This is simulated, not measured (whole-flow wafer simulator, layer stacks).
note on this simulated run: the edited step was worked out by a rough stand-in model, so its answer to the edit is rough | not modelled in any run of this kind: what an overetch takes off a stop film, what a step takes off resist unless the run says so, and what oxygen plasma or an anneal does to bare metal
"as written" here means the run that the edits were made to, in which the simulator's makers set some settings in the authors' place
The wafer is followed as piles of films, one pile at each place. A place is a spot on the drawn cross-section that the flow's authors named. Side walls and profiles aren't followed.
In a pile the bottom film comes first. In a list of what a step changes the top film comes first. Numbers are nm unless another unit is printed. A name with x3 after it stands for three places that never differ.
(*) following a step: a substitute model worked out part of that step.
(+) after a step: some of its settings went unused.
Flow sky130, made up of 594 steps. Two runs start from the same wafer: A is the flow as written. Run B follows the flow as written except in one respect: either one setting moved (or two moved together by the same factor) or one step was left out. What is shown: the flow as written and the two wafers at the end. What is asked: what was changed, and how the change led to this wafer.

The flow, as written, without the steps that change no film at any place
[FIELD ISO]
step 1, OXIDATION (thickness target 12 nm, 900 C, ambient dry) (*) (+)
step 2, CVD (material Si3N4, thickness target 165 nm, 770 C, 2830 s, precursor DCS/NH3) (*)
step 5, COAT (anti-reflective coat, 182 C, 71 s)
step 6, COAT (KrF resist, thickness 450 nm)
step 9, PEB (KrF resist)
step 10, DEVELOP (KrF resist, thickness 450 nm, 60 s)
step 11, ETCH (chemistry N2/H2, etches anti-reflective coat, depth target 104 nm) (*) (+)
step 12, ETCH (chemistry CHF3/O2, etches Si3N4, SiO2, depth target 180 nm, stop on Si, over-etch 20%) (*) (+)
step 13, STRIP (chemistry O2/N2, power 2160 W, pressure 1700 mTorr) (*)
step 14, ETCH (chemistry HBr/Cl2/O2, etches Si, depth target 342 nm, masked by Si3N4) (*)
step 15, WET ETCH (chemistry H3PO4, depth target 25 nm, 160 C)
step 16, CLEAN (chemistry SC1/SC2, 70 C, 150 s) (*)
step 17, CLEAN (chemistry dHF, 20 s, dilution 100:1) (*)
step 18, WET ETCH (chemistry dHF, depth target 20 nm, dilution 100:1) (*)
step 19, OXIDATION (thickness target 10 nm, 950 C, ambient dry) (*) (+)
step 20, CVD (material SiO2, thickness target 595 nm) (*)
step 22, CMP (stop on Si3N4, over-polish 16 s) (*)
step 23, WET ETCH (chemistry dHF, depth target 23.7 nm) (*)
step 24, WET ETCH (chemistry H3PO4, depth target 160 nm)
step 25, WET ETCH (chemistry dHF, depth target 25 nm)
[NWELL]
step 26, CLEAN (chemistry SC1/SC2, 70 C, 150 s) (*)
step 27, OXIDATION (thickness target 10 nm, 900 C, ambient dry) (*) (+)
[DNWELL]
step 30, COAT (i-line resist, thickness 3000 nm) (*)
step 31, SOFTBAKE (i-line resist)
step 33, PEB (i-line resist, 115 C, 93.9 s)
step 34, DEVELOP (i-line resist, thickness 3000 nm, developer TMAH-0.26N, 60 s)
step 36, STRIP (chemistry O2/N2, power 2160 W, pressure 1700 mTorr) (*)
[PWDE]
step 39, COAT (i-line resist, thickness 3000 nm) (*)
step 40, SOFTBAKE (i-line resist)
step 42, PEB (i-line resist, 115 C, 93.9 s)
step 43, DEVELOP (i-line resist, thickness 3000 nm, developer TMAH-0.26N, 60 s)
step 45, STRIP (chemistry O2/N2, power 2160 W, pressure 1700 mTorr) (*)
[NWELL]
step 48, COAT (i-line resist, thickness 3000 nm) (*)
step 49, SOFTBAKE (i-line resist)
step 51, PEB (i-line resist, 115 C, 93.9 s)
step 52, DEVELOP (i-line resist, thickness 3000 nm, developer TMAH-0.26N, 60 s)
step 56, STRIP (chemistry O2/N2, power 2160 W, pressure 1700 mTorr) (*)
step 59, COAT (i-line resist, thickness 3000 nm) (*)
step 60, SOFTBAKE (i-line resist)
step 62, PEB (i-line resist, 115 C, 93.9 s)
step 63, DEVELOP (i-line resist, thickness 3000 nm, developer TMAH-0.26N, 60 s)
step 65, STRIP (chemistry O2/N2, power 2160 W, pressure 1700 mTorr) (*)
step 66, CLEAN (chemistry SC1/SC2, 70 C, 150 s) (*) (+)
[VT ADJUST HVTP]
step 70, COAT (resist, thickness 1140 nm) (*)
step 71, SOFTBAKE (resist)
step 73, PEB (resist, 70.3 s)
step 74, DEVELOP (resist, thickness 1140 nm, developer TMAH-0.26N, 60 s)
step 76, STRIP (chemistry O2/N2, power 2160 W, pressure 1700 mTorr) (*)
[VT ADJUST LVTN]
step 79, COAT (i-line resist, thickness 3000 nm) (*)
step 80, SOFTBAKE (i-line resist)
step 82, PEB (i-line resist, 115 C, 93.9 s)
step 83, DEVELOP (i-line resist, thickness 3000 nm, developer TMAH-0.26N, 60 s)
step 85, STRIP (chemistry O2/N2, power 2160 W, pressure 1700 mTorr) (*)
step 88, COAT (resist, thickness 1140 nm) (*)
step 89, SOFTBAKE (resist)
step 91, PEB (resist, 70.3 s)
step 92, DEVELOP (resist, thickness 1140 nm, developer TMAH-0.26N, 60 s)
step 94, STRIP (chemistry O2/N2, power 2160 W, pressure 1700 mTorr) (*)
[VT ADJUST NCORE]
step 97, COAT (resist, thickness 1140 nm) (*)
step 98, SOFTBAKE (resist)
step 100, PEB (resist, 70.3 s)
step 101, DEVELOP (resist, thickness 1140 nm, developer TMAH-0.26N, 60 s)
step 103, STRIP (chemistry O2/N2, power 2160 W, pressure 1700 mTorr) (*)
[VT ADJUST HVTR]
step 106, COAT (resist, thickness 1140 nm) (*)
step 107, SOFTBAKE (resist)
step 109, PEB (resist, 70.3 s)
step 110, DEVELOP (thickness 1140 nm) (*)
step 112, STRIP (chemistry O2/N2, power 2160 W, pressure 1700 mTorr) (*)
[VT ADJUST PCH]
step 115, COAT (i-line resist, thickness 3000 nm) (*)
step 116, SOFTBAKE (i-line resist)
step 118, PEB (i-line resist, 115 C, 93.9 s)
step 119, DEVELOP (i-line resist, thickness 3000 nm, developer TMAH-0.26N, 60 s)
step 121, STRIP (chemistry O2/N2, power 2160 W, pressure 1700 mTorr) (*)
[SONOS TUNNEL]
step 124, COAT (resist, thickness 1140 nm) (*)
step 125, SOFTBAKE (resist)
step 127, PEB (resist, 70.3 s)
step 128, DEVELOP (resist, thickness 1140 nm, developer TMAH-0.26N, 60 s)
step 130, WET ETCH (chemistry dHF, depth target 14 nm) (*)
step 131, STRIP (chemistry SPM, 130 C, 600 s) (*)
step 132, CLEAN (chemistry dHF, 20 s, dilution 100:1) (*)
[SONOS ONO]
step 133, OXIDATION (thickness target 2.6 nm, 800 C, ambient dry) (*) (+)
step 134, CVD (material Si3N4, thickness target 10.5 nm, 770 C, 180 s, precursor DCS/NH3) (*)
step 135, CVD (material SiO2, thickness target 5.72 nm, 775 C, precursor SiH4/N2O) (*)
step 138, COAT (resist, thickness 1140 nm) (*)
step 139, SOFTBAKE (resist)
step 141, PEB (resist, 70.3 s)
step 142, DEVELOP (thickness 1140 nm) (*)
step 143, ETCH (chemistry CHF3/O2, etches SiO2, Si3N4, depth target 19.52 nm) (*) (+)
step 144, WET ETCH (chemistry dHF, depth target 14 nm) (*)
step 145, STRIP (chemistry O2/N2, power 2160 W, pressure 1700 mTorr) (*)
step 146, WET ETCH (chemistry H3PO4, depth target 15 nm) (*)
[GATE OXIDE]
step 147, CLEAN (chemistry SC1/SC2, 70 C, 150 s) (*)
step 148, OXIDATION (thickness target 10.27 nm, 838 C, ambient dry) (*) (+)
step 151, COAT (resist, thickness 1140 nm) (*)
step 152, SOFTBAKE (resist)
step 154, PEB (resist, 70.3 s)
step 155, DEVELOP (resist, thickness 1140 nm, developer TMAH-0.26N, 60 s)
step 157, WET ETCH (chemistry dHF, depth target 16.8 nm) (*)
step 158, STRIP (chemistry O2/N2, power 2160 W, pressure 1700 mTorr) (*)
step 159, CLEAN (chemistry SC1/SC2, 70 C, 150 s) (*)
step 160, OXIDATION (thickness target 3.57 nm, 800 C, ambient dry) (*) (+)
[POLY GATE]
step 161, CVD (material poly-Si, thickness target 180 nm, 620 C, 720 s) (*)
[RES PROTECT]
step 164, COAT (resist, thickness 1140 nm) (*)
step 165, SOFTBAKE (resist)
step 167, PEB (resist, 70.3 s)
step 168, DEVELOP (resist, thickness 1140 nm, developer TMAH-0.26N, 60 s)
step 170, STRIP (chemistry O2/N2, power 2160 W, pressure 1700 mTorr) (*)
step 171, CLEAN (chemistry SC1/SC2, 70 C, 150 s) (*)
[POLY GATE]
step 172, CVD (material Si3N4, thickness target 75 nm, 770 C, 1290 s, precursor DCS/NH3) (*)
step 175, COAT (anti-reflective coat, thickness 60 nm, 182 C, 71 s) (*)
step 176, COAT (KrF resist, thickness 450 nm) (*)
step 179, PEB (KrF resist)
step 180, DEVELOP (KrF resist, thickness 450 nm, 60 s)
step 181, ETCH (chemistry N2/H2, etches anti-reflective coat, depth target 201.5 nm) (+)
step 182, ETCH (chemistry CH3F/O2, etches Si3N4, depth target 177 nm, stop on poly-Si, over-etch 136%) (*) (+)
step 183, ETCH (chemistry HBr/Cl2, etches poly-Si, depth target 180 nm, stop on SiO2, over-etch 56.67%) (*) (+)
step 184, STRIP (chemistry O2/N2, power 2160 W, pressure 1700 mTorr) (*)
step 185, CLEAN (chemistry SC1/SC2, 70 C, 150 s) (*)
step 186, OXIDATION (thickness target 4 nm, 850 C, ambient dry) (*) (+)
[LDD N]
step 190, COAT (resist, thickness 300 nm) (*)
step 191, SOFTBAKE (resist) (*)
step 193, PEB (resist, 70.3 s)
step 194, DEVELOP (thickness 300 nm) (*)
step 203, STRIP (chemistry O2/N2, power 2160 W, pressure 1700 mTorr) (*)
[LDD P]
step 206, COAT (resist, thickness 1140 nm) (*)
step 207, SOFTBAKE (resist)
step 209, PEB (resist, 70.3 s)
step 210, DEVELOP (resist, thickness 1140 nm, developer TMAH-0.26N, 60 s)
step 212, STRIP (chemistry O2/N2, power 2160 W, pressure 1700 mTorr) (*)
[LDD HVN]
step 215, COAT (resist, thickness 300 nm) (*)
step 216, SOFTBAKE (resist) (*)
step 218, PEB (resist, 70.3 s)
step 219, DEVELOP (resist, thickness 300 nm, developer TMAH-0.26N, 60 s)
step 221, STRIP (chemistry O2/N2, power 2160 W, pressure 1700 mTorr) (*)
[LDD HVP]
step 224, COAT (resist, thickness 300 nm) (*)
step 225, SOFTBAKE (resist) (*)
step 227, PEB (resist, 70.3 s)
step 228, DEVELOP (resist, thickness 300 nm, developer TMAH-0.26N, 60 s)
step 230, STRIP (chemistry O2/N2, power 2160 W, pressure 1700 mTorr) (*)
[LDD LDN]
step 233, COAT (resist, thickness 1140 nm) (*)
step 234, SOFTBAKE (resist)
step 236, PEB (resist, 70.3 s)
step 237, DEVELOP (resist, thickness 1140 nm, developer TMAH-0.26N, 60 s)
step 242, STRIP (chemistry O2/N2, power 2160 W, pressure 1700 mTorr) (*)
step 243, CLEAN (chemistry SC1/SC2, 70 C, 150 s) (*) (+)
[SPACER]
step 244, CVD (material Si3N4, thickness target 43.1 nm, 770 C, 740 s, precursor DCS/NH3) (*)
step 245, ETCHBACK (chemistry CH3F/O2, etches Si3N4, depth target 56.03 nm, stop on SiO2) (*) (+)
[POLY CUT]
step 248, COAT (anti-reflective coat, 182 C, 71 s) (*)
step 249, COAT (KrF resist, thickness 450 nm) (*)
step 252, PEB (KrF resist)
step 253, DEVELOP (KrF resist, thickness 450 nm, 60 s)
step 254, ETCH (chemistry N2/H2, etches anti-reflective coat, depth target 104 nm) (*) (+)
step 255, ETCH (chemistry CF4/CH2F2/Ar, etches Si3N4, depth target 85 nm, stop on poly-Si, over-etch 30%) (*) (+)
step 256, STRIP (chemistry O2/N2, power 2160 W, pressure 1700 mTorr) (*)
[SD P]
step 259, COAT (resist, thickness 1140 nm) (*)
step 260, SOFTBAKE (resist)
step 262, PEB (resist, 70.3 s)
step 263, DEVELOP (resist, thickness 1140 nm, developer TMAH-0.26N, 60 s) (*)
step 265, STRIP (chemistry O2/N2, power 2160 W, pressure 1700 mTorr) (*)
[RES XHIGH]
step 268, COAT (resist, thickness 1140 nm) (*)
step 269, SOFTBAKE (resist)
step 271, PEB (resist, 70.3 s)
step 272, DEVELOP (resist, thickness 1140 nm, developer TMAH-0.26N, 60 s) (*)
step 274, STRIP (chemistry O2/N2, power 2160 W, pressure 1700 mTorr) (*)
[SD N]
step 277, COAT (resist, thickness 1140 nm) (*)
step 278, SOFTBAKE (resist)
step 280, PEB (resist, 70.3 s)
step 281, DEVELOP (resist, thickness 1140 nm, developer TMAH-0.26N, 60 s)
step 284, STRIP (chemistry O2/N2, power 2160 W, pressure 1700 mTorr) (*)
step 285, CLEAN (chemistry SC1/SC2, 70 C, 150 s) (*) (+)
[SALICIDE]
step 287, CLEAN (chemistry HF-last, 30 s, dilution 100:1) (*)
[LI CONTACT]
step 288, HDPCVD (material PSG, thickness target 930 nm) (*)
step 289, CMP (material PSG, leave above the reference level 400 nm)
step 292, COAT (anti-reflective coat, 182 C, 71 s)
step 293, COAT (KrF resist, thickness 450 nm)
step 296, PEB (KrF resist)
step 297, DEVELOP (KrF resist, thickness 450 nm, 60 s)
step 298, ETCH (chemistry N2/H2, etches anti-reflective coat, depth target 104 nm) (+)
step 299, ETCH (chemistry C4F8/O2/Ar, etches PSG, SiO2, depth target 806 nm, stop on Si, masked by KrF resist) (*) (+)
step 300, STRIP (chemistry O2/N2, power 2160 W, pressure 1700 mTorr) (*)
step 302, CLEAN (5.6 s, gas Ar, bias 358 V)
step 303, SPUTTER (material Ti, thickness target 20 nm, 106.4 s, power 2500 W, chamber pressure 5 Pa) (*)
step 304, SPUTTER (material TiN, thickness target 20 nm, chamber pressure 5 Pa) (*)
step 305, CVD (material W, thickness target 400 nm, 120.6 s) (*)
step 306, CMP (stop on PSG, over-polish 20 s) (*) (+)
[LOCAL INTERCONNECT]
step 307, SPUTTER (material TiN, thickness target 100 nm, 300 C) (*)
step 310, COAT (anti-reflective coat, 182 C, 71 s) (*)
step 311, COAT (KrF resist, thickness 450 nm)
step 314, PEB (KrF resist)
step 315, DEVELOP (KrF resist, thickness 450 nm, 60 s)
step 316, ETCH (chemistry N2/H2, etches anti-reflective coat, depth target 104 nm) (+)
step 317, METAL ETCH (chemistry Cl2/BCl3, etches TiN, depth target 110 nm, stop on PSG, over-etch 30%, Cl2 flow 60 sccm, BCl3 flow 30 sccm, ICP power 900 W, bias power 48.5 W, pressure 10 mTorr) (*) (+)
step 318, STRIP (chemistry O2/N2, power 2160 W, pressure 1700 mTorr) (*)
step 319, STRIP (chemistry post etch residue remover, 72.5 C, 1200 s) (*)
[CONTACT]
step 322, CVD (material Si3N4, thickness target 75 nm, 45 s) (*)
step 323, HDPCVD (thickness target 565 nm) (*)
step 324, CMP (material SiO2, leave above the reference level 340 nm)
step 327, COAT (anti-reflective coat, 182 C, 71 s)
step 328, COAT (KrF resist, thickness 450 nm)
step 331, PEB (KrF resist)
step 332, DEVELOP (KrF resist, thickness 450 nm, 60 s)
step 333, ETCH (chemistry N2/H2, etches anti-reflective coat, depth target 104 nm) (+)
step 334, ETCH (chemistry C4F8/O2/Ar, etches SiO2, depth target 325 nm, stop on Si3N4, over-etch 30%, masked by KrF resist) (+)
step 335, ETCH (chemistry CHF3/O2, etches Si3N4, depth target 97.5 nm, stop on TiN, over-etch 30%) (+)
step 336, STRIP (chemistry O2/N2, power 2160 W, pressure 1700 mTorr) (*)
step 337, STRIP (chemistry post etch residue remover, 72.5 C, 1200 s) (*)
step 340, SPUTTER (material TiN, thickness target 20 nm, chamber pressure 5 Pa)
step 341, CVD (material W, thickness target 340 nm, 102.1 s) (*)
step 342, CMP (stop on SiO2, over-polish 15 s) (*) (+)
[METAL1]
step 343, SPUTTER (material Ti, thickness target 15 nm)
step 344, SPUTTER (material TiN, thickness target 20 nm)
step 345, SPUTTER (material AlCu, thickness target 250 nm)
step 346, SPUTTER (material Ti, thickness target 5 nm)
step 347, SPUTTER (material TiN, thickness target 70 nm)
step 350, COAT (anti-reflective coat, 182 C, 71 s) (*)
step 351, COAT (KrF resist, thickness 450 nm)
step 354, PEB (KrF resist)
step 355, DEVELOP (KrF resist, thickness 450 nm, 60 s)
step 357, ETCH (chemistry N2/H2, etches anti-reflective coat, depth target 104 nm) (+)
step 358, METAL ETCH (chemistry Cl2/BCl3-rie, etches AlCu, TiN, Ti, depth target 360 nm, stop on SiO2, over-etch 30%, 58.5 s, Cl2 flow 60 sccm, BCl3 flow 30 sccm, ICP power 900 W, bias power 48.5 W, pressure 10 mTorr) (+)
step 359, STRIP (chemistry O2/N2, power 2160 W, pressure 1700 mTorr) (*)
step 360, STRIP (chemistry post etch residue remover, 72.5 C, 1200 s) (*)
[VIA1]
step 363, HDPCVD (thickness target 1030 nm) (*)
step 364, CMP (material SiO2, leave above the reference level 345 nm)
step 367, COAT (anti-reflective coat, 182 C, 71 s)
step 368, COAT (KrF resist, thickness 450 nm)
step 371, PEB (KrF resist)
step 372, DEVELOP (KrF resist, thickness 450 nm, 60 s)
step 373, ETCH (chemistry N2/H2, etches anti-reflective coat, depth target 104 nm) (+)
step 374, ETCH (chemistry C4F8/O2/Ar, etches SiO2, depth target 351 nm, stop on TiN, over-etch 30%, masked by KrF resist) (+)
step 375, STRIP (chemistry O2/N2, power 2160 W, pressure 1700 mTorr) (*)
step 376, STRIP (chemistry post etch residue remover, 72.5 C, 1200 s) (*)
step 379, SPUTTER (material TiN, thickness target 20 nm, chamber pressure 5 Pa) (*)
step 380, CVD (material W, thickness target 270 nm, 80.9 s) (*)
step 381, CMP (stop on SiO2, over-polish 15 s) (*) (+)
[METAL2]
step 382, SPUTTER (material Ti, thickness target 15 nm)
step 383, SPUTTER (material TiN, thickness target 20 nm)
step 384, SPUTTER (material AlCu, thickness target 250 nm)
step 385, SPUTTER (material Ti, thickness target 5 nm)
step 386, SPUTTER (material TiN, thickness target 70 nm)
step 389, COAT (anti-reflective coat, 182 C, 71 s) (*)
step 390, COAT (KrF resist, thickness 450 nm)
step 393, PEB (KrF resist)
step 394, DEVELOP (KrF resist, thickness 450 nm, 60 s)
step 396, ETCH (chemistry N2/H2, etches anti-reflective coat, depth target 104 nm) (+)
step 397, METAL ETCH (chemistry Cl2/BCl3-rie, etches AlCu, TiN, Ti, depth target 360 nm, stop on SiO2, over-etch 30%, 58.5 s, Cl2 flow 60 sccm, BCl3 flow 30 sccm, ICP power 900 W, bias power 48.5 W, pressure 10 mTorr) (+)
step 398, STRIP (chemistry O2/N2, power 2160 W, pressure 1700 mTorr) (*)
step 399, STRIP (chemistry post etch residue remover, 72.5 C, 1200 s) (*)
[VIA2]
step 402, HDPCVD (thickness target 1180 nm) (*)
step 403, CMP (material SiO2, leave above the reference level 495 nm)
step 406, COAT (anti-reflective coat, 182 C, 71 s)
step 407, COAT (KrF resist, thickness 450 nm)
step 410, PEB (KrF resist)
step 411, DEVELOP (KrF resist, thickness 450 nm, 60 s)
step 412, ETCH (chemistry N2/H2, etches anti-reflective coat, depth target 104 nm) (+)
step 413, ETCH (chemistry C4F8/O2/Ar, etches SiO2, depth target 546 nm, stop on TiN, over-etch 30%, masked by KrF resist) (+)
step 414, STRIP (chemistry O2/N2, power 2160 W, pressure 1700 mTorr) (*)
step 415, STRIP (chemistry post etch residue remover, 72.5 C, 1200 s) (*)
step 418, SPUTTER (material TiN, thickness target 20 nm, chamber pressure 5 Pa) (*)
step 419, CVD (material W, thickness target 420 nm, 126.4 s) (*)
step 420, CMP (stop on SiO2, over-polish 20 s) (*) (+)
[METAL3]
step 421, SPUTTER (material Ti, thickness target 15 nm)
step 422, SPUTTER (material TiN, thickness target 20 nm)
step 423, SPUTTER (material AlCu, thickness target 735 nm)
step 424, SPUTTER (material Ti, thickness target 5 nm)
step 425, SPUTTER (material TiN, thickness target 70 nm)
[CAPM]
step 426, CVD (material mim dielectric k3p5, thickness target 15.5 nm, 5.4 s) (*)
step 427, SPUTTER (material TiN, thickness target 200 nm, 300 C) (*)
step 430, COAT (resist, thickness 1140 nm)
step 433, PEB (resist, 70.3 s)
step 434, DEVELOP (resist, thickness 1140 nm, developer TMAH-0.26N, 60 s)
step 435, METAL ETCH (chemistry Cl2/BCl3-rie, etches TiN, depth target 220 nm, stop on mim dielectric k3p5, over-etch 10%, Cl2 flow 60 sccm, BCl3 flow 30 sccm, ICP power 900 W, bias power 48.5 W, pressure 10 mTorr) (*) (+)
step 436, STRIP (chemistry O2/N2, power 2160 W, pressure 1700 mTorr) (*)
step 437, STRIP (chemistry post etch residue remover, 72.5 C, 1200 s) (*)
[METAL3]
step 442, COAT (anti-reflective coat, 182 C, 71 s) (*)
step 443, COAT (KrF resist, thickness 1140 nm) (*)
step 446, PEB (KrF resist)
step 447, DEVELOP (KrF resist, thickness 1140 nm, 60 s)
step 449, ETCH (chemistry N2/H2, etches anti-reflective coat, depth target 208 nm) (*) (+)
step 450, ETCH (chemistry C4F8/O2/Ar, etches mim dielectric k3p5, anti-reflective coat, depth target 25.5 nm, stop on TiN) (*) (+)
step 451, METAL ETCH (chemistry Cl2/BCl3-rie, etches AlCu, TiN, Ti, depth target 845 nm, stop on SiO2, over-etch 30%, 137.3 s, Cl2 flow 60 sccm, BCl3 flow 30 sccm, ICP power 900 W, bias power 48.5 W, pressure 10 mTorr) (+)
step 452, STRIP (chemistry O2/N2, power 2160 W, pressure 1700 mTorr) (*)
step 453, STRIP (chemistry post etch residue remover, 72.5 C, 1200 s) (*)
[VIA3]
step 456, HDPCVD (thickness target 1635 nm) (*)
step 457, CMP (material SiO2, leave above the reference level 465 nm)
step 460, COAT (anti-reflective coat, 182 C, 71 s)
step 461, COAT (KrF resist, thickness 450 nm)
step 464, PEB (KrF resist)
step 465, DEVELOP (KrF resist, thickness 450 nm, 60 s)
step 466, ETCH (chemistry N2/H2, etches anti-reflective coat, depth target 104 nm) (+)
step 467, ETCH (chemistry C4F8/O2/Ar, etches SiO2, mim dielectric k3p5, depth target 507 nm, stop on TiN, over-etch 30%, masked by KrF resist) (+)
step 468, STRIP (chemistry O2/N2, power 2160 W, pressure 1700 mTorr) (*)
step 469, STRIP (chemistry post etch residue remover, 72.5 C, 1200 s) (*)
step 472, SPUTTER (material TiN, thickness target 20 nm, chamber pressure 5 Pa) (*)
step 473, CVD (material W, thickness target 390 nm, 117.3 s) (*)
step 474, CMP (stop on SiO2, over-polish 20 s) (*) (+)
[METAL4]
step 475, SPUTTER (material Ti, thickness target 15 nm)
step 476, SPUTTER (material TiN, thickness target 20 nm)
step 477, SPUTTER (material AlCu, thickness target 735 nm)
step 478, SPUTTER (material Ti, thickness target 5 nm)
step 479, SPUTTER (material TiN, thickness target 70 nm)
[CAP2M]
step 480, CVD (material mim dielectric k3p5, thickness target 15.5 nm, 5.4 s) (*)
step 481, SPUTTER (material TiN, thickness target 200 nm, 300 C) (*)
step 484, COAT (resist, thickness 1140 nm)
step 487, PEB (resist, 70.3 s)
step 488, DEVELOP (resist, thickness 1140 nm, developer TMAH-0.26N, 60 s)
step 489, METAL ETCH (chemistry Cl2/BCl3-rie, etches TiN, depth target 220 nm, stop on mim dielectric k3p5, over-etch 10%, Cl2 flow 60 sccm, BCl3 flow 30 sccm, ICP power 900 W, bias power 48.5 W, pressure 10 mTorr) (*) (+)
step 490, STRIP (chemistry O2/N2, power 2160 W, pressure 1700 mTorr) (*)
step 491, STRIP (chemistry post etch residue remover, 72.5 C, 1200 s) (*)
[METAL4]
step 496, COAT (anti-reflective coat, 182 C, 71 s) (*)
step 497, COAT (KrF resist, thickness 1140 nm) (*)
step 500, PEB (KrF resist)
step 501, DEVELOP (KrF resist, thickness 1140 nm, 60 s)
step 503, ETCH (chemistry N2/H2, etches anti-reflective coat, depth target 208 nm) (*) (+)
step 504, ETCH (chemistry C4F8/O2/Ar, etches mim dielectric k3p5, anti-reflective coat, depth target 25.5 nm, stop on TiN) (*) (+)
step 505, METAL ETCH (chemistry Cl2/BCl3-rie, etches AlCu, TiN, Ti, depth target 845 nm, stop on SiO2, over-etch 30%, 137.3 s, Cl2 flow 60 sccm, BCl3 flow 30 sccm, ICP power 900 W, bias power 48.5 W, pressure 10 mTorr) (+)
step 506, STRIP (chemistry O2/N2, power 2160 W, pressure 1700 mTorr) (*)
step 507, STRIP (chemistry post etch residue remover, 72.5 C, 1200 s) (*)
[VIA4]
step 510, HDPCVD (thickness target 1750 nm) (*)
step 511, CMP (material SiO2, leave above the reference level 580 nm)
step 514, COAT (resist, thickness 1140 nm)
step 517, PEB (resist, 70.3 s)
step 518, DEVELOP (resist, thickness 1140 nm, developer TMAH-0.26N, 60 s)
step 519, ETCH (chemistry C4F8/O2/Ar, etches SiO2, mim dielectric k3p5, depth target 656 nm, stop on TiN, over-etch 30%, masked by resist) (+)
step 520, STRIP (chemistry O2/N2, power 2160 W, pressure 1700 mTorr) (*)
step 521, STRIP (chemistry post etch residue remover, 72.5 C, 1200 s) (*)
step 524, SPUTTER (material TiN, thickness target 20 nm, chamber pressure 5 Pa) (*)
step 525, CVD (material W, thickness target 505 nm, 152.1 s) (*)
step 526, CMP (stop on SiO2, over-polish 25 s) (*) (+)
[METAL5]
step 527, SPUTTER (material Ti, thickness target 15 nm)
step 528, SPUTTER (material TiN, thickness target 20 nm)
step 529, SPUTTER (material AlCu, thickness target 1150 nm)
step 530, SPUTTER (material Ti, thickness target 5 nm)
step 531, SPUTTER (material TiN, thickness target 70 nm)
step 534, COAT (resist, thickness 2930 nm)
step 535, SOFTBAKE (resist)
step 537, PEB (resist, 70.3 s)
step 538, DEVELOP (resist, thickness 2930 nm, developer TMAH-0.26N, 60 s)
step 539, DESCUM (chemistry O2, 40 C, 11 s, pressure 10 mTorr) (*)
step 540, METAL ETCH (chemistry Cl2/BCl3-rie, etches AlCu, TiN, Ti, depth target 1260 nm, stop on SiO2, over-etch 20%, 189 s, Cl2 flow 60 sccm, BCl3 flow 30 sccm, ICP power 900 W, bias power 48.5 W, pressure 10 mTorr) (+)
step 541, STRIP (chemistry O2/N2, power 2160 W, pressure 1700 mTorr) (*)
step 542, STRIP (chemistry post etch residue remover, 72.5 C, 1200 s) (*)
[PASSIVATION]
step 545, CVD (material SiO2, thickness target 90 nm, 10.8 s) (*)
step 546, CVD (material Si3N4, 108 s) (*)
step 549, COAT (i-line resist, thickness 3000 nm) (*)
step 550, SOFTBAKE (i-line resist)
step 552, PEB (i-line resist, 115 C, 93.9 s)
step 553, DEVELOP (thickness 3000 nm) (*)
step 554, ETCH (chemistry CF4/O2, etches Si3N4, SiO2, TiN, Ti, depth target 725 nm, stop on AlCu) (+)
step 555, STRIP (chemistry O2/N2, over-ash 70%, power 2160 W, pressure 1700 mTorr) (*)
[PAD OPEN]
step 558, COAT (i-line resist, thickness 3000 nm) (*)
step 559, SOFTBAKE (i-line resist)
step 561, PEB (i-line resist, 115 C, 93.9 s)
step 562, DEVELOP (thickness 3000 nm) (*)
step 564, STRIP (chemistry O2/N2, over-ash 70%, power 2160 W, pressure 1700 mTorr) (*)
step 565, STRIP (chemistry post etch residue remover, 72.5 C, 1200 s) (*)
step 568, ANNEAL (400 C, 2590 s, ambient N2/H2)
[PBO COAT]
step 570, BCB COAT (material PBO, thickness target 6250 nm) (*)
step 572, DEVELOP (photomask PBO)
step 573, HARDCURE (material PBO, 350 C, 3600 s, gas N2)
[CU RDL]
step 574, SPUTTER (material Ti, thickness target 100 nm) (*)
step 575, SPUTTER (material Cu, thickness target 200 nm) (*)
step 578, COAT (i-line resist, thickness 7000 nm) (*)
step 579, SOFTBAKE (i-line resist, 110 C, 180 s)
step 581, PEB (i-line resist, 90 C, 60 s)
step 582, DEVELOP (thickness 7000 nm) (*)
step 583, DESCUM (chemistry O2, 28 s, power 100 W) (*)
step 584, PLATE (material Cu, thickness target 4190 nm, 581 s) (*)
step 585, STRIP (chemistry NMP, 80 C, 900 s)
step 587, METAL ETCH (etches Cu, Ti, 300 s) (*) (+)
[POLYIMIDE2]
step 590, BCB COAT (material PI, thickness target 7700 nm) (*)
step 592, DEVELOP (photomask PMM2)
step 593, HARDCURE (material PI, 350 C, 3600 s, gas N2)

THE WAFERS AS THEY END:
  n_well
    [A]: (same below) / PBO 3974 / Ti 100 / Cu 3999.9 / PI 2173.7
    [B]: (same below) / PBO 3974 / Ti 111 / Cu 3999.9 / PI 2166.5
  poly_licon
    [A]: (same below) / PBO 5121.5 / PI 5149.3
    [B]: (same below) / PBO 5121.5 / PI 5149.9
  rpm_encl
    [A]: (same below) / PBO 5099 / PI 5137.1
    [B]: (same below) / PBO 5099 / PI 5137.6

The reason: step 574, SPUTTER: thickness target 111 nm was run, though the flow has thickness target 100 nm.
One can read it off the wafer: n_well has Ti 111, and step 574 as written asks for 100 nm.

How this came from the change, step by step:
  step 574, SPUTTER (material Ti, thickness target 100 nm) (*)
      field, active, n_well and 190 more: A +100 Ti (new film) | B +111 Ti (new film)
  step 587, METAL ETCH (etches Cu, Ti, 300 s) (*) (+)
      field, active, gate and 167 more: A -200 Cu (all of it), -100 Ti (all of it) | B -200 Cu (all of it), -111 Ti (all of it)
  step 590, BCB COAT (material PI, thickness target 7700 nm) (*)
      de16_gate_nw: A +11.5 um PI (new film) | B +11.51 um PI (new film)
